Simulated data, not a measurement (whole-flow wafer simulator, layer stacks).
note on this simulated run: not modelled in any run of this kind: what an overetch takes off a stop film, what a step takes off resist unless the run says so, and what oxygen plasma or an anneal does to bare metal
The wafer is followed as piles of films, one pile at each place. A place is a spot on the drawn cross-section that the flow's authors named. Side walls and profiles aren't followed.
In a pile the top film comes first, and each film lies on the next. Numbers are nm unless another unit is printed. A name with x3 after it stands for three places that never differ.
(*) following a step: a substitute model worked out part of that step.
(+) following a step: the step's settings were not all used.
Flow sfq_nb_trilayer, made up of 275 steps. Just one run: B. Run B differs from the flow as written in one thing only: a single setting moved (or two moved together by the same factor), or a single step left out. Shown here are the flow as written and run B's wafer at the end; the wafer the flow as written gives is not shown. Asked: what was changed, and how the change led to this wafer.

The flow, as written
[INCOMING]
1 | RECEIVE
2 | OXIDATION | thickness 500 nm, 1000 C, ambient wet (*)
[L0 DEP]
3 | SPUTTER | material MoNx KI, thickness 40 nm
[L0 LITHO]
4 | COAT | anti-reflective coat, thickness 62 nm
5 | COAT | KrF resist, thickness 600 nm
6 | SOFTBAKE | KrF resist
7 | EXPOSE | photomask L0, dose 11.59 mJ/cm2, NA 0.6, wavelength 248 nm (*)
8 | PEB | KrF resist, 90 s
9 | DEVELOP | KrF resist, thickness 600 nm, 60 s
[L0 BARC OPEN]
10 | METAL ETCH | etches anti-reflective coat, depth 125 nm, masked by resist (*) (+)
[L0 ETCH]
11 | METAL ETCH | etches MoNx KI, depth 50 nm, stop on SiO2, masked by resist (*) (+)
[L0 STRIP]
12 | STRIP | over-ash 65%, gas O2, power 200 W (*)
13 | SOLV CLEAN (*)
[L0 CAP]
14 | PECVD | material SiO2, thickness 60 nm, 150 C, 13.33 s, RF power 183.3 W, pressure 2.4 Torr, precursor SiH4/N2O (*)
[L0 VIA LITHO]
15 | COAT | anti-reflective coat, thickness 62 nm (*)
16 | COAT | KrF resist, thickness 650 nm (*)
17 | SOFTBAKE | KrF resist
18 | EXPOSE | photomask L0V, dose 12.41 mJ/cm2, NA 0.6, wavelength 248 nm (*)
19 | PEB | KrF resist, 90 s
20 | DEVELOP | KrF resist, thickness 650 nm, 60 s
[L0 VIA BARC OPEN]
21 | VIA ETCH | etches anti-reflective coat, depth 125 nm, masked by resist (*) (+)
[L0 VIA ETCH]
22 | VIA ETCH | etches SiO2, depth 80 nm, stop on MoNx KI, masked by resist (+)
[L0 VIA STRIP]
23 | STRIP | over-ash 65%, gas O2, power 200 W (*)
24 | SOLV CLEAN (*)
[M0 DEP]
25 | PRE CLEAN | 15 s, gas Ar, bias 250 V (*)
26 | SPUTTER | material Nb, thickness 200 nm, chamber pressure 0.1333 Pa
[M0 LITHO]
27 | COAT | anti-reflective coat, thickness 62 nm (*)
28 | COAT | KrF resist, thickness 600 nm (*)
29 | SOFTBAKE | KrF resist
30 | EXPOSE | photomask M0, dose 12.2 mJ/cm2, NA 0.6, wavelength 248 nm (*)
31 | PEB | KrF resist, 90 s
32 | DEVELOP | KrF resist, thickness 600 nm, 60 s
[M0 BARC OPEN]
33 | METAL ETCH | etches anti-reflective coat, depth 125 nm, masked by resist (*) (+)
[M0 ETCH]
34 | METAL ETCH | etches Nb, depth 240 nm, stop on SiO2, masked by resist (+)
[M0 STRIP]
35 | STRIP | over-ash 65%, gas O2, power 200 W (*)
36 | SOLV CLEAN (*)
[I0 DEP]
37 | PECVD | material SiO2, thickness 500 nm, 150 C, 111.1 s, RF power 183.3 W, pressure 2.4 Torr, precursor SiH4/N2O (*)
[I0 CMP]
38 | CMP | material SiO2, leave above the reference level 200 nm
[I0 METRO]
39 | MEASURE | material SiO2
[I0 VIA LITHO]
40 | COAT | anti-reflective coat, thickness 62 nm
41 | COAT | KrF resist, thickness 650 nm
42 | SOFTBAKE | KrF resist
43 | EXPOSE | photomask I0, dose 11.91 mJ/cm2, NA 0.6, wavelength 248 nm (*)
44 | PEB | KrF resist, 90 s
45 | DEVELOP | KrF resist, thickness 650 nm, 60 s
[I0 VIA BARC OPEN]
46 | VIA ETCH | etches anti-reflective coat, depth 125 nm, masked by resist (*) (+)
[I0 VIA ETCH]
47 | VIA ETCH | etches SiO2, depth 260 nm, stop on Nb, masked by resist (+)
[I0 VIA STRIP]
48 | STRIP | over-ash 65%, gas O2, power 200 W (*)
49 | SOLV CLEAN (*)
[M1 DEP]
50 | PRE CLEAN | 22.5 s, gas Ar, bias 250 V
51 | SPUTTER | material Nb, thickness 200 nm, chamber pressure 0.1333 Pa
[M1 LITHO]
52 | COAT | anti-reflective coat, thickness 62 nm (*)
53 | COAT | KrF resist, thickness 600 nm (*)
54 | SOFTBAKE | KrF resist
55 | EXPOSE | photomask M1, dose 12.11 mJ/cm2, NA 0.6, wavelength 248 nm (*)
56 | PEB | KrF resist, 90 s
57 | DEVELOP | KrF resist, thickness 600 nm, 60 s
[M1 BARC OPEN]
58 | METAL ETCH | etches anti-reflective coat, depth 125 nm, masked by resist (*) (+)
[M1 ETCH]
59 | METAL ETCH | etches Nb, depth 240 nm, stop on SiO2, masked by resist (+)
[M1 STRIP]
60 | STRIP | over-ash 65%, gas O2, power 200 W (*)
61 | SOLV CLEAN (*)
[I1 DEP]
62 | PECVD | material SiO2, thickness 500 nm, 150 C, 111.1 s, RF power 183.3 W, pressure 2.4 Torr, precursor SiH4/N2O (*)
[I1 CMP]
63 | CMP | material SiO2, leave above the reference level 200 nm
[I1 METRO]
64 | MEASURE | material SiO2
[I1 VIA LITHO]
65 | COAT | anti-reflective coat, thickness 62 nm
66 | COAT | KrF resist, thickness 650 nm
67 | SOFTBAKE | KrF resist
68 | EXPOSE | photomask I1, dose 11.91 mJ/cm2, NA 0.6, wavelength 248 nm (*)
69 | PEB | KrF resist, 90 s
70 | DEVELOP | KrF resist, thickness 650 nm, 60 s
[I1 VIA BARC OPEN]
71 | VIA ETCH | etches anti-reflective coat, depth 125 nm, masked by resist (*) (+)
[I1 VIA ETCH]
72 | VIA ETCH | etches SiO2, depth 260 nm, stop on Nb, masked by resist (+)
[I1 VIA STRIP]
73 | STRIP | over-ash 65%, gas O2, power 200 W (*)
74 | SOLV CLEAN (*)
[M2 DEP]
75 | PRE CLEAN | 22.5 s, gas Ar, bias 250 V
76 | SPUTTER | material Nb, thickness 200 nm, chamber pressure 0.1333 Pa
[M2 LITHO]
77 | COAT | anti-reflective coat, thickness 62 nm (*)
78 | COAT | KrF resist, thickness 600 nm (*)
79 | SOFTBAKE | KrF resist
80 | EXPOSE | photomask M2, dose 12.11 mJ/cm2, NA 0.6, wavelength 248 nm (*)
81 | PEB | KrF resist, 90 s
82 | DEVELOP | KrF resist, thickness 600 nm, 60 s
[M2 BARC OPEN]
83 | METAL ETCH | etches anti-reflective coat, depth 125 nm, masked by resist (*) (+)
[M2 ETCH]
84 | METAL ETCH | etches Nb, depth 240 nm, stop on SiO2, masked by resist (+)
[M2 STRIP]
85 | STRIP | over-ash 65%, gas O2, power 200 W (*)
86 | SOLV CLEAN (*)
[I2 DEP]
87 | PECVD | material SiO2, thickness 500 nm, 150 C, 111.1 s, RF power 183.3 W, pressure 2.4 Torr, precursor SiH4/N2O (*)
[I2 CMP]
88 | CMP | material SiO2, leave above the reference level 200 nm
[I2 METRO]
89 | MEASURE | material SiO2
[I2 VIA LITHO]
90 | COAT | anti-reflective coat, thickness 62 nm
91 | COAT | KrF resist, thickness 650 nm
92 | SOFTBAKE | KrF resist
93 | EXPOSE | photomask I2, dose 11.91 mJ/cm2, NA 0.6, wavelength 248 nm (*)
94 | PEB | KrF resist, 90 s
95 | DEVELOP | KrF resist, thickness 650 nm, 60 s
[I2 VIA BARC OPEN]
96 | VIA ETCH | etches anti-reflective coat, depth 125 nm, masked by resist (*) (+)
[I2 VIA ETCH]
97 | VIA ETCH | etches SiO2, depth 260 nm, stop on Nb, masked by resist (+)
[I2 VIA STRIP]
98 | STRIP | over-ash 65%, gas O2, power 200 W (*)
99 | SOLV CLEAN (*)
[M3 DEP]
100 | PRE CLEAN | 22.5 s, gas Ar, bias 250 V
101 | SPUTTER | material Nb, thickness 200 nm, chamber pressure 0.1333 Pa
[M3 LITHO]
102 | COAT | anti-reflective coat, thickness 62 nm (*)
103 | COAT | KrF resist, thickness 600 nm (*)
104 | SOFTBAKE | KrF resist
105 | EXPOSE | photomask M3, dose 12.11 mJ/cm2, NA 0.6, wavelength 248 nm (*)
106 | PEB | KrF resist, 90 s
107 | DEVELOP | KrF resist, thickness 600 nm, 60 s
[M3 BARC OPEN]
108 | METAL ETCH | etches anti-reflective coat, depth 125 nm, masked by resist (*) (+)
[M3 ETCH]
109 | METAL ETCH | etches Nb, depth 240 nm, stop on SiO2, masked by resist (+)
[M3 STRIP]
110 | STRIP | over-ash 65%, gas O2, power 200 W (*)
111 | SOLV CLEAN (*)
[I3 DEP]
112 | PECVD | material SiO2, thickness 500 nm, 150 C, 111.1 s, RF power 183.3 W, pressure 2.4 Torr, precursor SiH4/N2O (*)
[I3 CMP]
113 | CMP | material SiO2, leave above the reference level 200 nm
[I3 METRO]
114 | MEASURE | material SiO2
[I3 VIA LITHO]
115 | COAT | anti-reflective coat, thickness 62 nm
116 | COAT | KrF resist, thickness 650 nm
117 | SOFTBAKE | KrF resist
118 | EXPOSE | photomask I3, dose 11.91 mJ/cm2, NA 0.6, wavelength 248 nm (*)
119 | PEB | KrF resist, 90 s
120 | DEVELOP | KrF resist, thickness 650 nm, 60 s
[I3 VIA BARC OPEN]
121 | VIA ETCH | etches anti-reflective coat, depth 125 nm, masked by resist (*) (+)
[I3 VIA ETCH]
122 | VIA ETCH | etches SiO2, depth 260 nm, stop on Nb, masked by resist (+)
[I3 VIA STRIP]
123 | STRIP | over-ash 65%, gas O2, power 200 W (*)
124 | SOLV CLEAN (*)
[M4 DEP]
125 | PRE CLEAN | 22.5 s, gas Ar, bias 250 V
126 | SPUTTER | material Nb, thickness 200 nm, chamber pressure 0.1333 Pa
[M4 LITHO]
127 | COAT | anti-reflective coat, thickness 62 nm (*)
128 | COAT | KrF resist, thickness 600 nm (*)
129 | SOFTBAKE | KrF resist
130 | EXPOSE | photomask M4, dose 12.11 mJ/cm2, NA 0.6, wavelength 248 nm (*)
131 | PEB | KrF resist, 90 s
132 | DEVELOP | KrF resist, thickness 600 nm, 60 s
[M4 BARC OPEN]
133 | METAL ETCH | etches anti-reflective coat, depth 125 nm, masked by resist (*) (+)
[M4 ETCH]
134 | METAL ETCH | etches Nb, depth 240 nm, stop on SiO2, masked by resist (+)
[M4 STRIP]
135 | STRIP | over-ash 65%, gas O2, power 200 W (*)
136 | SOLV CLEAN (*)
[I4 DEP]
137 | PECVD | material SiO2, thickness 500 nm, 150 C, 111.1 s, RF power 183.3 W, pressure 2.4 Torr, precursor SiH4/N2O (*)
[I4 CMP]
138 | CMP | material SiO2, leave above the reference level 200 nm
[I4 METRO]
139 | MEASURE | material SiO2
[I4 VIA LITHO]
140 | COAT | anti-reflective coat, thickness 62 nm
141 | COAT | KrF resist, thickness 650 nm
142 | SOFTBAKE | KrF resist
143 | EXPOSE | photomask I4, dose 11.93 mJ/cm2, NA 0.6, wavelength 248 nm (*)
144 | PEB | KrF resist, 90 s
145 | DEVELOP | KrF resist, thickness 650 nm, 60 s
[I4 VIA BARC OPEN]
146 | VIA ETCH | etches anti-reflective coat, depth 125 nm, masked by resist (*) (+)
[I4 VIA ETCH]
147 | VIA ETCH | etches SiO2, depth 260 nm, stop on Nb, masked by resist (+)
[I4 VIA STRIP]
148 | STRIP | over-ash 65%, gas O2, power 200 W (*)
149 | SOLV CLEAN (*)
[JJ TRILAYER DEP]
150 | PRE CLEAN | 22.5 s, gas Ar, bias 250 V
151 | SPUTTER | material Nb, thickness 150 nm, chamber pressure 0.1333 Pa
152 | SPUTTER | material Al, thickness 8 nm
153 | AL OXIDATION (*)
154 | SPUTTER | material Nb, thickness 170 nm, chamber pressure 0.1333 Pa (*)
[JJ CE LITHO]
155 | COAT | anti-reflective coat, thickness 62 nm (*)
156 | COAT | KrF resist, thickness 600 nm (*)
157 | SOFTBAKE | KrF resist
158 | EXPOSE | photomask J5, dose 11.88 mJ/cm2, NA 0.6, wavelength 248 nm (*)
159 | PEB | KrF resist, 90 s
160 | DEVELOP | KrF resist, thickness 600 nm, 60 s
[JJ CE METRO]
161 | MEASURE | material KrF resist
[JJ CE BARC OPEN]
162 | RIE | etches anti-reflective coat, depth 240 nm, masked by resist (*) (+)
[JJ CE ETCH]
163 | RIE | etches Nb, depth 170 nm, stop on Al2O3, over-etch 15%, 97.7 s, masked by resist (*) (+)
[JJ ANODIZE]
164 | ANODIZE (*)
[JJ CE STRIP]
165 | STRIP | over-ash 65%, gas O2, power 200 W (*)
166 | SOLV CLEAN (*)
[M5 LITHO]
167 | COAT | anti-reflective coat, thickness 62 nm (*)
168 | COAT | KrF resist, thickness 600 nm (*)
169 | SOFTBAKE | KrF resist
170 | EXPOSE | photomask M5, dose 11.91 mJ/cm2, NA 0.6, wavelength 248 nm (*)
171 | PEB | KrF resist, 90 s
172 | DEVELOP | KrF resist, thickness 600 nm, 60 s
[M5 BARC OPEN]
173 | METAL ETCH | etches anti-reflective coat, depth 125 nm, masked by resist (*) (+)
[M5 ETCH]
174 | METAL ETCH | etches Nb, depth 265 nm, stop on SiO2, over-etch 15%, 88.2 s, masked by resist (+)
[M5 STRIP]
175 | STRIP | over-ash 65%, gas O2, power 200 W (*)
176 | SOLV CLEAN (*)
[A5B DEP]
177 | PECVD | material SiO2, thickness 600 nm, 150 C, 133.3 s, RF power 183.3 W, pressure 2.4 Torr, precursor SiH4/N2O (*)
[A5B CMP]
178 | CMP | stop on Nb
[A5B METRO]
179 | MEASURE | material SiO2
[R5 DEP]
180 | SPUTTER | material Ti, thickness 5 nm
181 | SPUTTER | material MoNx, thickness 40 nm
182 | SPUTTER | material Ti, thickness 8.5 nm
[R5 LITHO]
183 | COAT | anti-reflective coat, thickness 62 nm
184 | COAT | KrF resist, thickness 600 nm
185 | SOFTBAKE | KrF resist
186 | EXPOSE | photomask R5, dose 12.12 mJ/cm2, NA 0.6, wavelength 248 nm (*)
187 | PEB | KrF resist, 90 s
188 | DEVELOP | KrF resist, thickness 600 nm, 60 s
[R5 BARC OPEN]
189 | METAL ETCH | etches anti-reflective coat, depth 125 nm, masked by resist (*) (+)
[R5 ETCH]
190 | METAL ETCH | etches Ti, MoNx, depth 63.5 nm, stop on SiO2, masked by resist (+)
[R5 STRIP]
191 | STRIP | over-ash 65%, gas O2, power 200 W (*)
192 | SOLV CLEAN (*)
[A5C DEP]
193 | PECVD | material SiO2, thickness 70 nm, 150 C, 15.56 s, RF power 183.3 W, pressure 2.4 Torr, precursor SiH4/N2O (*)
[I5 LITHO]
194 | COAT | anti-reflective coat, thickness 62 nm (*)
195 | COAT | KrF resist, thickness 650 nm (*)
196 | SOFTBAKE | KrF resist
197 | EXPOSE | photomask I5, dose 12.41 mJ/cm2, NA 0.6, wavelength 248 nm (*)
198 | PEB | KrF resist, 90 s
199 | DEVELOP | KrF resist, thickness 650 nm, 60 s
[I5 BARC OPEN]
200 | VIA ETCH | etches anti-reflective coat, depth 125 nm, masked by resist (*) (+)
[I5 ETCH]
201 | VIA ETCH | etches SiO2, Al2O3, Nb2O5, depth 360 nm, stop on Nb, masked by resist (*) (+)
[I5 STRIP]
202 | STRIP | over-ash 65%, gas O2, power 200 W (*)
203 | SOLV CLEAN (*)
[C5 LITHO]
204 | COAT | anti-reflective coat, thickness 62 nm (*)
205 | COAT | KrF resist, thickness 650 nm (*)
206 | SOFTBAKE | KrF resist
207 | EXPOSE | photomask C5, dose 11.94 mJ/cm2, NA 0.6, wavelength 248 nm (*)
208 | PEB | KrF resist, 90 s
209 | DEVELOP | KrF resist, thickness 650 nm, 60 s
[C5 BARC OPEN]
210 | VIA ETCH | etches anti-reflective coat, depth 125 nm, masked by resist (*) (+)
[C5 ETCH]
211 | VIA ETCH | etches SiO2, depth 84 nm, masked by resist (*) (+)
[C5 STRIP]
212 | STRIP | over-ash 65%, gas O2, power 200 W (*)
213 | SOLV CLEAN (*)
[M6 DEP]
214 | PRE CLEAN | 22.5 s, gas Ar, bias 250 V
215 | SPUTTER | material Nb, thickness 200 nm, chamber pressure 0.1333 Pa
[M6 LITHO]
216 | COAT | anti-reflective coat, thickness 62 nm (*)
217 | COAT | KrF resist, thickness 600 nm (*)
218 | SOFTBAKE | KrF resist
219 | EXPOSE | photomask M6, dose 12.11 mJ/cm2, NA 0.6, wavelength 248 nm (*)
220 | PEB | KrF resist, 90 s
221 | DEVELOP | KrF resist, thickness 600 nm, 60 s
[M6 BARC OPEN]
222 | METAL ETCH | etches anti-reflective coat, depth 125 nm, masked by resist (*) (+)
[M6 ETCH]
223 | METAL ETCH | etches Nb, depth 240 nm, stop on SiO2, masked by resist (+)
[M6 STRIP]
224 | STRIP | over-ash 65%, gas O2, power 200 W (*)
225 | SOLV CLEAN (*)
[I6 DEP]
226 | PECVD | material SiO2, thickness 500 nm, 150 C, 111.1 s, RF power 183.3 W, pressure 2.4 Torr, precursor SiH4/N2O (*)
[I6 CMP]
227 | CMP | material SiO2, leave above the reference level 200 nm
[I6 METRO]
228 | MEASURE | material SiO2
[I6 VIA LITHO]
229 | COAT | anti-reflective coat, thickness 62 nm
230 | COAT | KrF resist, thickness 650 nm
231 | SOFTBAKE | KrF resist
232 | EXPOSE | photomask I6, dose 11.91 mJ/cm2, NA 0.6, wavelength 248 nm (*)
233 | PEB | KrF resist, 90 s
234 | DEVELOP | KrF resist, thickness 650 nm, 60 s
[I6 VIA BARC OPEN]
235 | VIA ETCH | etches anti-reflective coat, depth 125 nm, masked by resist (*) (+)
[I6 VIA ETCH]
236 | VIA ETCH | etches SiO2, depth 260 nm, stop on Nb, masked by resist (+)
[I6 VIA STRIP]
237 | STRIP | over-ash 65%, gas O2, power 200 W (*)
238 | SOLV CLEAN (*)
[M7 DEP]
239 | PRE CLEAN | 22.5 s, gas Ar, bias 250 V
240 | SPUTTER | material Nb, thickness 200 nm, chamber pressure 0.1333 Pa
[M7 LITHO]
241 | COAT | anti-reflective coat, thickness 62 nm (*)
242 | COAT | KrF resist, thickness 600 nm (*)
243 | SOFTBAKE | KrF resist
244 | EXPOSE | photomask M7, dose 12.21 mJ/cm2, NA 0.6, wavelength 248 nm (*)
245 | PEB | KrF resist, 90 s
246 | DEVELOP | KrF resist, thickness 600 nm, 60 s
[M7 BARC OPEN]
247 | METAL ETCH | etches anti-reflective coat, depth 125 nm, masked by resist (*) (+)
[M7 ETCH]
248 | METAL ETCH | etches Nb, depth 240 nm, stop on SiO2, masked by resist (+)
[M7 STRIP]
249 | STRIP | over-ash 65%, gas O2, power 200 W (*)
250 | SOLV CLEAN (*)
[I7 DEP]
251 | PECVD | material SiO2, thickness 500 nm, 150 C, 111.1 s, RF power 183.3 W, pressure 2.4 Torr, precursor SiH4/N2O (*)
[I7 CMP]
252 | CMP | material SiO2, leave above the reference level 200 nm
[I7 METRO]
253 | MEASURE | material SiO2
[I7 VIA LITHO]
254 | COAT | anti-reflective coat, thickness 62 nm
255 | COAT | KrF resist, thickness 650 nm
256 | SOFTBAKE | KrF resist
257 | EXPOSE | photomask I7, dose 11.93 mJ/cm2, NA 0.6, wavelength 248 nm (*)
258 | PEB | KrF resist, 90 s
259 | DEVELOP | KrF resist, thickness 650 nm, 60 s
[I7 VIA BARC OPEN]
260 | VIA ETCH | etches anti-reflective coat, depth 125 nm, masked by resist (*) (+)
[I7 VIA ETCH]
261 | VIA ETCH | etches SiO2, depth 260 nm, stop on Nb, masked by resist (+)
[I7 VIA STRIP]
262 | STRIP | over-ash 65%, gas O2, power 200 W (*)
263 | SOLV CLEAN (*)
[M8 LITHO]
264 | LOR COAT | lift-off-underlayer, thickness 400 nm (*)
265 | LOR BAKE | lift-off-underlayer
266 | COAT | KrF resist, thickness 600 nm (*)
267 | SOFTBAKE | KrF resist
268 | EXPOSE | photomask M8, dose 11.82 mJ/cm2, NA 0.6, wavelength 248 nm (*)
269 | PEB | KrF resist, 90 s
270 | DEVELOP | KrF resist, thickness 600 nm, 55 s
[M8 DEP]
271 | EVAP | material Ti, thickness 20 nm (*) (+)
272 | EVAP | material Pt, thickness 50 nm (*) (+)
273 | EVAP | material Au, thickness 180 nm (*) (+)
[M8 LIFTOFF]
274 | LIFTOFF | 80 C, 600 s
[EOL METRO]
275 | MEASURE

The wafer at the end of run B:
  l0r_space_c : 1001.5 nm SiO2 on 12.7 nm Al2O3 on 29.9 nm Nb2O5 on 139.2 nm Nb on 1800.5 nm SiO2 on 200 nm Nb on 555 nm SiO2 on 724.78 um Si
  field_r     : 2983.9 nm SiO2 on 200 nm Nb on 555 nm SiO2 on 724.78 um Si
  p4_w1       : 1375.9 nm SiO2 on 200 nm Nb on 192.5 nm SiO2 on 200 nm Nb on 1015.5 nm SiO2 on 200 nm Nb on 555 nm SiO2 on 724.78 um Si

What caused this: step 88, CMP: leave above the reference level 238 nm was run, whereas the flow has leave above the reference level 200 nm.

Step by step, how the change led to this:
  88 | CMP | material SiO2, leave above the reference level 200 nm
      field_l, be, be_sur and 81 more: -62 SiO2 (as written it would have been: -100 SiO2)
      v_sur, via_wl, via_w and 18 more: -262 SiO2 (as written it would have been: -300 SiO2)
      (as well as at 1 more place)
  97 | VIA ETCH | etches SiO2, depth 260 nm, stop on Nb, masked by resist (+)
      via_w: -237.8 SiO2 (all of it) (as written it would have been: -199.8 SiO2 (all of it))
  101 | SPUTTER | material Nb, thickness 200 nm, chamber pressure 0.1333 Pa
      via_w: +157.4 Nb (as written it would have been: +165.5 Nb)
  102 | COAT | anti-reflective coat, thickness 62 nm (*)
      via_wl: +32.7 anti-reflective coat (new film) (as written it would have been: +34.2 anti-reflective coat (new film))
      via_w: +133 anti-reflective coat (new film) (as written it would have been: +124.8 anti-reflective coat (new film))
  103 | COAT | KrF resist, thickness 600 nm (*)
      via_w: +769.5 KrF resist (new film) (as written it would have been: +737.9 KrF resist (new film))
  110 | STRIP | over-ash 65%, gas O2, power 200 W (*)
      via_wl: -380.7 KrF resist (all of it), -32.7 anti-reflective coat (all of it) (as written it would have been: -384.2 KrF resist (all of it), -34.2 anti-reflective coat (all of it))
      via_w: -551.4 KrF resist (all of it), -133 anti-reflective coat (all of it) (as written it would have been: -520 KrF resist (all of it), -124.8 anti-reflective coat (all of it))
  112 | PECVD | material SiO2, thickness 500 nm, 150 C, 111.1 s, RF power 183.3 W, pressure 2.4 Torr, precursor SiH4/N2O (*)
      via_w: +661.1 SiO2 (new film) (as written it would have been: +615 SiO2 (new film))
